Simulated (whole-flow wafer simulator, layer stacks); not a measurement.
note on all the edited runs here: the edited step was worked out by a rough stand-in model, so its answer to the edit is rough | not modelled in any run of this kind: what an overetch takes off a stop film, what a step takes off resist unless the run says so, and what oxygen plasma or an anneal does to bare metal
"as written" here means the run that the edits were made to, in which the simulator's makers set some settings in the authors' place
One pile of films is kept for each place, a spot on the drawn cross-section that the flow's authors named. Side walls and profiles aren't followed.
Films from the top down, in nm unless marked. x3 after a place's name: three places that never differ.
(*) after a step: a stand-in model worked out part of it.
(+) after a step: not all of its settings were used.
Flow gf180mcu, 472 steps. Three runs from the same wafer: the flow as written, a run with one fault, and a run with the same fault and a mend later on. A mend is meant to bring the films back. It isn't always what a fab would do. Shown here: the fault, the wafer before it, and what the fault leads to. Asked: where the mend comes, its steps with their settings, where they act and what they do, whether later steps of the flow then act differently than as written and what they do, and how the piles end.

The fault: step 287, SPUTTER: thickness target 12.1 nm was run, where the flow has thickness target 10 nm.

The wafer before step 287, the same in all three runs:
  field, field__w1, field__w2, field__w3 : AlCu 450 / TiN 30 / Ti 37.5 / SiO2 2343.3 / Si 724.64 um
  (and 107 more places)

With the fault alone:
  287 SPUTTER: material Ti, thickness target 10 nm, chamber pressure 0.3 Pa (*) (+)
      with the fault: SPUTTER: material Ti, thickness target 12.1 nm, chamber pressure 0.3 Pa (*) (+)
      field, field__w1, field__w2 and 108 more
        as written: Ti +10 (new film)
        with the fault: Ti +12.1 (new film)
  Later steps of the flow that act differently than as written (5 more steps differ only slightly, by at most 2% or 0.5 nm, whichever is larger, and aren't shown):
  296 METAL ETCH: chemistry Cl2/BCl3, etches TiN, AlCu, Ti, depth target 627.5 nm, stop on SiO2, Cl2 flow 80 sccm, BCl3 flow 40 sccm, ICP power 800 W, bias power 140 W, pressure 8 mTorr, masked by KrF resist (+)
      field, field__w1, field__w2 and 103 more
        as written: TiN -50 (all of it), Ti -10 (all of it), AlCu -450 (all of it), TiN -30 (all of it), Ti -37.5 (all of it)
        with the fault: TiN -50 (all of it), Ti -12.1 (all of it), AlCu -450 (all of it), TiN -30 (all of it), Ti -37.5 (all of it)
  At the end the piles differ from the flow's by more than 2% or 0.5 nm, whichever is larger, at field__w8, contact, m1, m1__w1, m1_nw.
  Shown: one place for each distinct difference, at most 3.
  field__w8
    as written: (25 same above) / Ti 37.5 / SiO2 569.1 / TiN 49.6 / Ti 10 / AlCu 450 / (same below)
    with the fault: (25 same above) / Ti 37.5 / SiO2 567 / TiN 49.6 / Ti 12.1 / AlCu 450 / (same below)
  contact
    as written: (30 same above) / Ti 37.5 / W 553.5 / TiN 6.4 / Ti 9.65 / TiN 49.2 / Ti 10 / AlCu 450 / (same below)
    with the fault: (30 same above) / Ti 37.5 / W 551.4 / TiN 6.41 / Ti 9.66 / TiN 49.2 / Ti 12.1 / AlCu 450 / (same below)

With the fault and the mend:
  The mend comes after step 287.
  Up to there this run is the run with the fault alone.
  287a METAL ETCH: chemistry Cl2/BCl3, etches TiN, AlCu, Ti, depth target 2.1 nm, Cl2 flow 80 sccm, BCl3 flow 40 sccm, ICP power 800 W, bias power 140 W, pressure 8 mTorr (the flow's step 260 once more, with other settings)
      field, field__w1, field__w2 and 108 more
        Ti -2.1
  No later step of the flow acts differently than as written at any place that is followed.
  At the end the piles are the same as the flow's at every place that both follow.
